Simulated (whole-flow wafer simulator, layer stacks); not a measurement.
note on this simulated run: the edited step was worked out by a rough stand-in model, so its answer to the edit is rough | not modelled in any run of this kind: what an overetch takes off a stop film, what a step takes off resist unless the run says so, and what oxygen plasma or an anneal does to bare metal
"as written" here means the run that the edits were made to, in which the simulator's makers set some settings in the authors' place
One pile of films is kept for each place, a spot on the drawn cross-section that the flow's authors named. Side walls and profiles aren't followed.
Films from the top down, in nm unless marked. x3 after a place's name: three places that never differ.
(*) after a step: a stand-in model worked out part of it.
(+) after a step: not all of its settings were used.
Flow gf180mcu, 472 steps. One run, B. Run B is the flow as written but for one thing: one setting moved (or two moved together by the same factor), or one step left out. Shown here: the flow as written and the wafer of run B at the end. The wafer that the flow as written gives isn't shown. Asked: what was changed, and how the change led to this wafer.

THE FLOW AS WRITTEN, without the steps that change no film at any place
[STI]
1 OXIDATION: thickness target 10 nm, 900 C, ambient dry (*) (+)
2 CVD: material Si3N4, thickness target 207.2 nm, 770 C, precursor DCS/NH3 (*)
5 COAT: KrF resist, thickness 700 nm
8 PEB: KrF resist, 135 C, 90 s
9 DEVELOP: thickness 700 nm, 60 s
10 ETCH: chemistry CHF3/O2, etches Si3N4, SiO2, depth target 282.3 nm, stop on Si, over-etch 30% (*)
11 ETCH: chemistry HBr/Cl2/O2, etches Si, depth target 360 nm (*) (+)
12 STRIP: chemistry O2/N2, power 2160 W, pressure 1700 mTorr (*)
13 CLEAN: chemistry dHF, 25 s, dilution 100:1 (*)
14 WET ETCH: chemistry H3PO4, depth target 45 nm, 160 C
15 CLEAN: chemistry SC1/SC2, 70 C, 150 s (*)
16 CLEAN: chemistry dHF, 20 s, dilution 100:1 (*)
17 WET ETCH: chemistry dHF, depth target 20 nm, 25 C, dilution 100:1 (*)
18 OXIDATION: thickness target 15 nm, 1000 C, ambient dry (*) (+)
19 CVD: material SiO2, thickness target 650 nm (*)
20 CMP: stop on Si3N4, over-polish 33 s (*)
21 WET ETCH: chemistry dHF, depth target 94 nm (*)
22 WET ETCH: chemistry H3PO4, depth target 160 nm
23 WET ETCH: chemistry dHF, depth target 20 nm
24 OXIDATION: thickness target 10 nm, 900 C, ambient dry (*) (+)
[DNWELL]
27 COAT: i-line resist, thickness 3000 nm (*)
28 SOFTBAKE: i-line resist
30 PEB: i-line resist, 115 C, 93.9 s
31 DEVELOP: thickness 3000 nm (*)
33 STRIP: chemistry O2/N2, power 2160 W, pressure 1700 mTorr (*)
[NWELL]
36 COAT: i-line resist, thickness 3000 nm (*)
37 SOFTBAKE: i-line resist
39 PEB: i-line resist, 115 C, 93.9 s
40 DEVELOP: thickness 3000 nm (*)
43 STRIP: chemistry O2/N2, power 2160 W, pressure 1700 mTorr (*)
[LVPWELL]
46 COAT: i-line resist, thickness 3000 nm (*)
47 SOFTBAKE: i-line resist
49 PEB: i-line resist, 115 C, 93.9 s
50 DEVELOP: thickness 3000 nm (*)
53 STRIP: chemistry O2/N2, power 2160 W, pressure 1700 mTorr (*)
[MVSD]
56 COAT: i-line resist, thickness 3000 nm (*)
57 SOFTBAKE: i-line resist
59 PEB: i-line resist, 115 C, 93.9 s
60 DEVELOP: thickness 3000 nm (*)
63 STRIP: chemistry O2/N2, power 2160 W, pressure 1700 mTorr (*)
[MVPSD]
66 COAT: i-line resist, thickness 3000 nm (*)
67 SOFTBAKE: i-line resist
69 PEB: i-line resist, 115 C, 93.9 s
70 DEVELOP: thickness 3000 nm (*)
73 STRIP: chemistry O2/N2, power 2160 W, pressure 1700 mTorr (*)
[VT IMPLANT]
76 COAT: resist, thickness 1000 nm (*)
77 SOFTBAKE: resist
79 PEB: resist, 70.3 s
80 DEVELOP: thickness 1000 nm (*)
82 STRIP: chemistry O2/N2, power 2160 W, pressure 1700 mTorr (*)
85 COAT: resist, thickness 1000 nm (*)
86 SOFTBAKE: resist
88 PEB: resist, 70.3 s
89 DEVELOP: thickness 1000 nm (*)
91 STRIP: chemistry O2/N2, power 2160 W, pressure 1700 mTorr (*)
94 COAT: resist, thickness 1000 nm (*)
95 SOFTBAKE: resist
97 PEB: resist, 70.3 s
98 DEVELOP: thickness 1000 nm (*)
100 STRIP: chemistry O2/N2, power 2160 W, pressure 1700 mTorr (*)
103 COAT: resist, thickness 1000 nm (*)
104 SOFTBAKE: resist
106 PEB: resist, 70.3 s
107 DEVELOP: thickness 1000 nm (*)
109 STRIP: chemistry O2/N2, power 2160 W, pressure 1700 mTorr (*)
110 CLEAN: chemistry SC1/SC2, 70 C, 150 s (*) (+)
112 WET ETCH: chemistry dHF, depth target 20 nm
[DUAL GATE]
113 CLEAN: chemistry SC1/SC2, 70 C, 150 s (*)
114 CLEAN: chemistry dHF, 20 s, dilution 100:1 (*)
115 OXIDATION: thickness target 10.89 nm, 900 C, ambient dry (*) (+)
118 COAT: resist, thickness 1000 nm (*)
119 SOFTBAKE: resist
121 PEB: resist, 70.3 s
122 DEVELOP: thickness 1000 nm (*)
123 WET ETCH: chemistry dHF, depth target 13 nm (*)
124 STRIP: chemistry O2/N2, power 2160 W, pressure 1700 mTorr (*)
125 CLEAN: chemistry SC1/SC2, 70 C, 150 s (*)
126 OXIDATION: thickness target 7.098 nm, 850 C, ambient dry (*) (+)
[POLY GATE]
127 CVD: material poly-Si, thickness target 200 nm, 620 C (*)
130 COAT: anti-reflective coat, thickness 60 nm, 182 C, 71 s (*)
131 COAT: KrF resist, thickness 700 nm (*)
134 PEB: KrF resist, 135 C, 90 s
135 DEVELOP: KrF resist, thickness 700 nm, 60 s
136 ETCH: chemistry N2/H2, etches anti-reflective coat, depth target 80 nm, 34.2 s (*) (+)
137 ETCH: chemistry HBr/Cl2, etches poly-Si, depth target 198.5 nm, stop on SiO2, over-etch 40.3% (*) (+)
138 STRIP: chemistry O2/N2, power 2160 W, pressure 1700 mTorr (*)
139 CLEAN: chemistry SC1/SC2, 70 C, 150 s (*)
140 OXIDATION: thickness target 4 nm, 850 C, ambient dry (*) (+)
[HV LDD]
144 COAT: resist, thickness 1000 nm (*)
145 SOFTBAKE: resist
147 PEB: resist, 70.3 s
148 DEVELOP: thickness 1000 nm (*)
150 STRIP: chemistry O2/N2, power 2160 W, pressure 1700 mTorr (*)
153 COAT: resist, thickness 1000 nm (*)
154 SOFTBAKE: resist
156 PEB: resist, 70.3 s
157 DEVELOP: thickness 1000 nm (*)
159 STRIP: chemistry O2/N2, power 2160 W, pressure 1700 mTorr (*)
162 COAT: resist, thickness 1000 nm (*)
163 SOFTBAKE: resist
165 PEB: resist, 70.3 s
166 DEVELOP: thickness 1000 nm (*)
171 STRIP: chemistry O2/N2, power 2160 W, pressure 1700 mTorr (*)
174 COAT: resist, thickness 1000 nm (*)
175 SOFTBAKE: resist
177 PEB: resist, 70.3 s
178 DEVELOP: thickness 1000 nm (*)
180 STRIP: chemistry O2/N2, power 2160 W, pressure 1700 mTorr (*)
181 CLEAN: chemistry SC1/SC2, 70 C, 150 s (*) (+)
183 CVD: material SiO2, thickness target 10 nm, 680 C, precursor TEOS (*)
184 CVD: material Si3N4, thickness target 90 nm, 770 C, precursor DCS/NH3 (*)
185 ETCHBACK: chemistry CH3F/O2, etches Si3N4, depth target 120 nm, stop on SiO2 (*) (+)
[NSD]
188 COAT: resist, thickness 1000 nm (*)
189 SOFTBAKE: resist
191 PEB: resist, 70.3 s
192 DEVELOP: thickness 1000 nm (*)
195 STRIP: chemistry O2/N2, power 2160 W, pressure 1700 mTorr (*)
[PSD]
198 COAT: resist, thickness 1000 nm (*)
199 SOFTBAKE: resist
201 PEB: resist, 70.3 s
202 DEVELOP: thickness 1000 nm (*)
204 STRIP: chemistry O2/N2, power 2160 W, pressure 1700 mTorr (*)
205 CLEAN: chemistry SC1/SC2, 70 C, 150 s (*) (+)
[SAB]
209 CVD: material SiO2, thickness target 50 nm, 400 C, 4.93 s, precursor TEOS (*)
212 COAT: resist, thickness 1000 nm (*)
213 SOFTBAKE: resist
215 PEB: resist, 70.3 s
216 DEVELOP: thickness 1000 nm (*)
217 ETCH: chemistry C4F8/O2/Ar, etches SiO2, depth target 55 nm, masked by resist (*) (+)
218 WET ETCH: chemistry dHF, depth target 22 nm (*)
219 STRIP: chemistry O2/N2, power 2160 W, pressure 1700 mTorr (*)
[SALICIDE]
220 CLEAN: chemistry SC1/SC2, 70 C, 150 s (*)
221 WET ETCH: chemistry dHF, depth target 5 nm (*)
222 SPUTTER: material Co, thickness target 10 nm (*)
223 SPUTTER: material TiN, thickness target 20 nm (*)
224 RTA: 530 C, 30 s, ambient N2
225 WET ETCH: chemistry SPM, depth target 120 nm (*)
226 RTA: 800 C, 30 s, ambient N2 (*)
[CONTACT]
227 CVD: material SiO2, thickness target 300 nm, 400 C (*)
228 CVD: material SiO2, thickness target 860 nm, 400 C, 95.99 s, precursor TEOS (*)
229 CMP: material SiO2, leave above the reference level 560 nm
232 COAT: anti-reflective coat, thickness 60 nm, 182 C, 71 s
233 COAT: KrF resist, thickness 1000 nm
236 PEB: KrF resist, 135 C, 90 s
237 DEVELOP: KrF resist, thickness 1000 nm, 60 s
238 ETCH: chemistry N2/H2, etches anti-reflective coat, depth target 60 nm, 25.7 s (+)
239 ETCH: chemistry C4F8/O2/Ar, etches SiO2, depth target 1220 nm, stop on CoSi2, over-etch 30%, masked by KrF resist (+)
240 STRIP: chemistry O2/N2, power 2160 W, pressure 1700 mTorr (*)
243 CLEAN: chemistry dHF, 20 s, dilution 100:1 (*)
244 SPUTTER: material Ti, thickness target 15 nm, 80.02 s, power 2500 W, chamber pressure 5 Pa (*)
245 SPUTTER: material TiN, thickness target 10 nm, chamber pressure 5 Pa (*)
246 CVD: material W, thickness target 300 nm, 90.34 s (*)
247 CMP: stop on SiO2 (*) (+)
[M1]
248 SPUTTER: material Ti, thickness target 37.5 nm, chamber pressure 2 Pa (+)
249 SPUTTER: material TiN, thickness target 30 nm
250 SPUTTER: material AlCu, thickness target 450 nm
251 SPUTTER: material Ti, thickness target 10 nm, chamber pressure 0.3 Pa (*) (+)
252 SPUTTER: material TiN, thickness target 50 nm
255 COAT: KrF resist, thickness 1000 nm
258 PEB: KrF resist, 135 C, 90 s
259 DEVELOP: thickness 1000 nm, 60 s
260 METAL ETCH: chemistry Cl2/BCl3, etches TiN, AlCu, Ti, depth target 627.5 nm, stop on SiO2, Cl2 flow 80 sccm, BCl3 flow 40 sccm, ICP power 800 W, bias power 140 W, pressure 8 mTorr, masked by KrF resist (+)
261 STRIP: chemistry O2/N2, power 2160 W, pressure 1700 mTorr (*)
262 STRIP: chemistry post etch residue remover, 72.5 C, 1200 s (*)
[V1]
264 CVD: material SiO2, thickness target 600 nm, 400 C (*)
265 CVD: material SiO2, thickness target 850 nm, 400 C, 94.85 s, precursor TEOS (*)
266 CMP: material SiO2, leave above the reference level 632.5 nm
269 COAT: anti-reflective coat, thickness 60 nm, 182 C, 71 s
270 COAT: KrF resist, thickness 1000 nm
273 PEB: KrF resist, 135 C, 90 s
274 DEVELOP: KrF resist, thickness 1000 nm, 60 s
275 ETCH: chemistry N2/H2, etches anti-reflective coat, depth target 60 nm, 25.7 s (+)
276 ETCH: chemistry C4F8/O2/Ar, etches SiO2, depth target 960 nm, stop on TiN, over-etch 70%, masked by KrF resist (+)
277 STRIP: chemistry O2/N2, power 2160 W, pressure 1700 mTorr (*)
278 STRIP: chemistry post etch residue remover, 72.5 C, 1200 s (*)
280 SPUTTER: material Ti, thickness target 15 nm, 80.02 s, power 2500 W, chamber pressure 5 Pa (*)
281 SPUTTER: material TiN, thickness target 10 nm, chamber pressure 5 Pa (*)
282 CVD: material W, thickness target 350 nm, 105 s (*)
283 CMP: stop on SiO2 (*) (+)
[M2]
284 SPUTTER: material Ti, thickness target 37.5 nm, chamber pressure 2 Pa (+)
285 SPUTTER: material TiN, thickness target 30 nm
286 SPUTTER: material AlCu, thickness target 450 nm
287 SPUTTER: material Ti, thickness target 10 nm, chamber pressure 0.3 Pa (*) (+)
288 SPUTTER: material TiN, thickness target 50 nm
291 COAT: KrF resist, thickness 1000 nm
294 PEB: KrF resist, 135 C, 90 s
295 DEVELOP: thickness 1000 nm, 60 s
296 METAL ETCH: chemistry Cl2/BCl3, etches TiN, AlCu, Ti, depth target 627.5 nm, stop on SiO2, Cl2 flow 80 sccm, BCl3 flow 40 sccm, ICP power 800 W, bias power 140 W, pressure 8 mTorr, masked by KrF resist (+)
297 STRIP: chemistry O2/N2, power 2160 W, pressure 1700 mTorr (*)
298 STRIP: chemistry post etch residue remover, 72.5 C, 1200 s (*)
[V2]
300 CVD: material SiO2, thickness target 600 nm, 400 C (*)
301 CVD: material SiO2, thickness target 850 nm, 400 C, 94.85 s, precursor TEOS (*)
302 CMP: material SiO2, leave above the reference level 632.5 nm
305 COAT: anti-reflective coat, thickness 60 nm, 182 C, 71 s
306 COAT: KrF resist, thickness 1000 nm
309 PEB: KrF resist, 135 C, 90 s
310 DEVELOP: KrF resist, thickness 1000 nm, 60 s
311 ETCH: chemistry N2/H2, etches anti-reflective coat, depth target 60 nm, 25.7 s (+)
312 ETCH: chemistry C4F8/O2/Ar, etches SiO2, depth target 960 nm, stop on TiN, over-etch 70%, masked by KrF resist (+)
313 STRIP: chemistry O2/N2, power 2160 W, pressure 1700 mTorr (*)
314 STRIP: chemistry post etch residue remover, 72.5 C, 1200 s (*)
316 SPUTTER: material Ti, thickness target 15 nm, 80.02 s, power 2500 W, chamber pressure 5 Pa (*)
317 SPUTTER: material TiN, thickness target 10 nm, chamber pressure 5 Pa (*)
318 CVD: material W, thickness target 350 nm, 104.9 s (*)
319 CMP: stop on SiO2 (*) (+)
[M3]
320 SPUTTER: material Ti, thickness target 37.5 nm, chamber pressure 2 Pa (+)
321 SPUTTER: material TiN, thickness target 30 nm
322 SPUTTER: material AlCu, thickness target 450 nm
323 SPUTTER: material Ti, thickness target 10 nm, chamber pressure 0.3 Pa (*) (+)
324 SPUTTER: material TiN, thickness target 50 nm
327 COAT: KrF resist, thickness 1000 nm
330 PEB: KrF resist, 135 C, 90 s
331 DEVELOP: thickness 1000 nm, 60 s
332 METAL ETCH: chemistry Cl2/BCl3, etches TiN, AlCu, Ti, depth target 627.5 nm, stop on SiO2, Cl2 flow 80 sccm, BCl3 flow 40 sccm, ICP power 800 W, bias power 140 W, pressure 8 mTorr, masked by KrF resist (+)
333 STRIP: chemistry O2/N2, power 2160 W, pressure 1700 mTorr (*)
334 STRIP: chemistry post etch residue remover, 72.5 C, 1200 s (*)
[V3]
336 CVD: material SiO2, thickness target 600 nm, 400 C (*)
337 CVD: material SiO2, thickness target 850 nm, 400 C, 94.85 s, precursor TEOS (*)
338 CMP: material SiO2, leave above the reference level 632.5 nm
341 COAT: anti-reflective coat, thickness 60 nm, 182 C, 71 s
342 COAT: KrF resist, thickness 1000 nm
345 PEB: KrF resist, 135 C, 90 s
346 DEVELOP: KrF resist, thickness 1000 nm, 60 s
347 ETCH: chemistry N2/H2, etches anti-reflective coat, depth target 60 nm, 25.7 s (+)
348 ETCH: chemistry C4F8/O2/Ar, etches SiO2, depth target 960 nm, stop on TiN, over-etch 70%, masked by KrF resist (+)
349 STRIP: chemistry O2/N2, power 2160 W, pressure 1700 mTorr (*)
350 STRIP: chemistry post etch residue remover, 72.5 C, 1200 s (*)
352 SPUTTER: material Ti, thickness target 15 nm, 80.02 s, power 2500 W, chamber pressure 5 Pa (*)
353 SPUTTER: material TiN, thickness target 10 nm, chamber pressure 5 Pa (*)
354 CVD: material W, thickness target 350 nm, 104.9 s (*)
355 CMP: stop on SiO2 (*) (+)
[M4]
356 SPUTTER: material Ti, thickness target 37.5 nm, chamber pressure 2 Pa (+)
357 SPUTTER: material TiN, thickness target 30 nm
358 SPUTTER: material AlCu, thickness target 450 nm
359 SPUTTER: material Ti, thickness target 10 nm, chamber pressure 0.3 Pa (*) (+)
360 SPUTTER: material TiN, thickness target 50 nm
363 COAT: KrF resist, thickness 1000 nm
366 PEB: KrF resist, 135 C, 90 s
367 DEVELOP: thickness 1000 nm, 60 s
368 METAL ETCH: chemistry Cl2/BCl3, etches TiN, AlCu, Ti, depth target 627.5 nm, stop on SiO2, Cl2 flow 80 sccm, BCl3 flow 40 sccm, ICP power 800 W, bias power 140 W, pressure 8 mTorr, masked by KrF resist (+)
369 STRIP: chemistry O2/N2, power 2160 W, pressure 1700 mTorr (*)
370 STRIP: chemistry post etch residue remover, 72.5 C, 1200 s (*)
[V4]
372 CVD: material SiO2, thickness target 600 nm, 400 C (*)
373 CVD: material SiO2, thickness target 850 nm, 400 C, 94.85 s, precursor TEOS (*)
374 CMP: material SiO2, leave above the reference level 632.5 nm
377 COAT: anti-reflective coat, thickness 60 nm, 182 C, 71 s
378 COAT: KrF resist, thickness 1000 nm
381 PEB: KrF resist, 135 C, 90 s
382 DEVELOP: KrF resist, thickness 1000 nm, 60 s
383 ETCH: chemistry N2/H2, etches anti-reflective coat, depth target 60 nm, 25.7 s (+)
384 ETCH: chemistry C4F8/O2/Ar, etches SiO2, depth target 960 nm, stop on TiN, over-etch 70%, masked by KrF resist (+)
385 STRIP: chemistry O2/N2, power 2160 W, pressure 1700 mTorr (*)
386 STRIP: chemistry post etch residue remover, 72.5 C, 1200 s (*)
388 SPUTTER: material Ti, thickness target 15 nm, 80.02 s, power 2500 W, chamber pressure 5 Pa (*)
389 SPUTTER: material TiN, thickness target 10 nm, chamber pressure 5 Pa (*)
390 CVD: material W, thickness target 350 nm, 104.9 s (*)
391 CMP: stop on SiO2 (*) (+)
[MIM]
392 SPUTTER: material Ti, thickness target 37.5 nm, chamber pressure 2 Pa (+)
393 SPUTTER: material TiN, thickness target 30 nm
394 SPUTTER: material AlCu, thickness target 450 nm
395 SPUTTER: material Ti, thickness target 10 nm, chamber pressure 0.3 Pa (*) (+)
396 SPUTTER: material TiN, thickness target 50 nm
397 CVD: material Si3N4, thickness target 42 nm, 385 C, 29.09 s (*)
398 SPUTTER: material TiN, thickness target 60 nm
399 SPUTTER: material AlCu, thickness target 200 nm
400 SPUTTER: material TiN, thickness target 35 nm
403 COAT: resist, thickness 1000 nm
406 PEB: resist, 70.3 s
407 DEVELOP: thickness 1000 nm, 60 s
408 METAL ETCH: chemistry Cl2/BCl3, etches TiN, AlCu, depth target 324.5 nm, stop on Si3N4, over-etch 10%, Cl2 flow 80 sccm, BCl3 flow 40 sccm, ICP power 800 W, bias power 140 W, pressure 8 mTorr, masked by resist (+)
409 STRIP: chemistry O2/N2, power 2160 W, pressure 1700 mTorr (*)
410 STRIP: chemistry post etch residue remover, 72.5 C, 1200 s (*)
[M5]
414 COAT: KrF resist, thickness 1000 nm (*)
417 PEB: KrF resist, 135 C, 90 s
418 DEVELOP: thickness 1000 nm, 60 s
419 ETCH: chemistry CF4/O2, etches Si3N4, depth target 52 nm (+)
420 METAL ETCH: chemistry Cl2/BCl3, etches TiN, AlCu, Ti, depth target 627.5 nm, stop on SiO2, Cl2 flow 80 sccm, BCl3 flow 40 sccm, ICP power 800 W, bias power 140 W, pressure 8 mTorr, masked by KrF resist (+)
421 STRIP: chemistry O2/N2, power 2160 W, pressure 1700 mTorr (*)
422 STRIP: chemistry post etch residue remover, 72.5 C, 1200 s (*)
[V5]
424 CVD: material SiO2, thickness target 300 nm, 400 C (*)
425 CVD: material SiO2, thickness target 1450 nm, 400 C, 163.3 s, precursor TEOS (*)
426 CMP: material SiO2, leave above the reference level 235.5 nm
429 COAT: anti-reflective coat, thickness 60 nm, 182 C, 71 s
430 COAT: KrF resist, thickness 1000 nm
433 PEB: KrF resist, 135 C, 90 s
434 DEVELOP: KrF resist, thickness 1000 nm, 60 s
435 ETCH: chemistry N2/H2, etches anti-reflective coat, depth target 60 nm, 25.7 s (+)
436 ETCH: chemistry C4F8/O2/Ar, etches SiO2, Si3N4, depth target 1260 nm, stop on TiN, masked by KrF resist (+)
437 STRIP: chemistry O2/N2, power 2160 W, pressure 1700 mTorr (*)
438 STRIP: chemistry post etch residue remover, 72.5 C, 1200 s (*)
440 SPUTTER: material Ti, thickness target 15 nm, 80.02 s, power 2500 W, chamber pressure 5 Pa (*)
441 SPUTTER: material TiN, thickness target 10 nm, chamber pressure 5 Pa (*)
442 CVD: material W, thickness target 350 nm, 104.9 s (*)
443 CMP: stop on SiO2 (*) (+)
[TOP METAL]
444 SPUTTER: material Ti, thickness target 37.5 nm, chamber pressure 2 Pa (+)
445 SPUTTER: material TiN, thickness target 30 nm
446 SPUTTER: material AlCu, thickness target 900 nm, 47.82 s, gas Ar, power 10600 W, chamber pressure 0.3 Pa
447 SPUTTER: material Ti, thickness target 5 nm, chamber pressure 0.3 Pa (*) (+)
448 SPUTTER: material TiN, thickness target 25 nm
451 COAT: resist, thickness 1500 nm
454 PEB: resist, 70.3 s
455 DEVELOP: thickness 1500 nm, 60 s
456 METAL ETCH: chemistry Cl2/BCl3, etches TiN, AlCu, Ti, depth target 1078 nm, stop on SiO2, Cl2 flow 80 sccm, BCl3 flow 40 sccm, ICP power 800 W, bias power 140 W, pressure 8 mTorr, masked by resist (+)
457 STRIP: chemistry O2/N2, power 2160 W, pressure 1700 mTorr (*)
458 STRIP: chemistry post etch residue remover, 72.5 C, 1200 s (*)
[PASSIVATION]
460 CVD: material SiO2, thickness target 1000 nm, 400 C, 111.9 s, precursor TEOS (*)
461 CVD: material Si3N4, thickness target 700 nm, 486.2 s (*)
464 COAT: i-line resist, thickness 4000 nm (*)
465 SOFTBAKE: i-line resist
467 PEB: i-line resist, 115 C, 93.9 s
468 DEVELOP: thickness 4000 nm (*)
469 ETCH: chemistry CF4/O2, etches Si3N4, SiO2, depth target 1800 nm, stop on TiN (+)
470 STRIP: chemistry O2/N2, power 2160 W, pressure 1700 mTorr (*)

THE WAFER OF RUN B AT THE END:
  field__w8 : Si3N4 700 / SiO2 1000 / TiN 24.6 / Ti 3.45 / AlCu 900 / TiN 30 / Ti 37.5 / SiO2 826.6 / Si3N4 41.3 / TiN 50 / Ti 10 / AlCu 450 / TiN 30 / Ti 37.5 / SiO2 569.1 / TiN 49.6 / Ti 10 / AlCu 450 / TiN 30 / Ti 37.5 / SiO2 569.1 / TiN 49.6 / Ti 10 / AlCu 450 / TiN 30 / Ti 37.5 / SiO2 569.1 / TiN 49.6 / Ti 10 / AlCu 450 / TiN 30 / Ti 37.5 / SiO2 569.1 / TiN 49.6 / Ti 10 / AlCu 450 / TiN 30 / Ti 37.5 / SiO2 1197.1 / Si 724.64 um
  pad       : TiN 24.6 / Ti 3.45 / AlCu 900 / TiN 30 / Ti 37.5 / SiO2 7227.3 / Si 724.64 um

The cause: step 447, SPUTTER: thickness target 3.45 nm was run, where the flow has thickness target 5 nm.
It can be read off the wafer: field__w8 has Ti 3.45, and step 447 as written asks for 5 nm.

How the change led to this, step by step:
  447 SPUTTER: material Ti, thickness target 5 nm, chamber pressure 0.3 Pa (*) (+)
      field, field__w1, field__w2 and 109 more: Ti +3.45 (new film) (as written it would be: Ti +5 (new film))
  456 METAL ETCH: chemistry Cl2/BCl3, etches TiN, AlCu, Ti, depth target 1078 nm, stop on SiO2, Cl2 flow 80 sccm, BCl3 flow 40 sccm, ICP power 800 W, bias power 140 W, pressure 8 mTorr, masked by resist (+)
      field, field__w1, field__w2 and 103 more: TiN -25 (all of it), Ti -3.45 (all of it), AlCu -900 (all of it), TiN -30 (all of it), Ti -37.5 (all of it) (as written it would be: TiN -25 (all of it), Ti -5 (all of it), AlCu -900 (all of it), TiN -30 (all of it), Ti -37.5 (all of it))
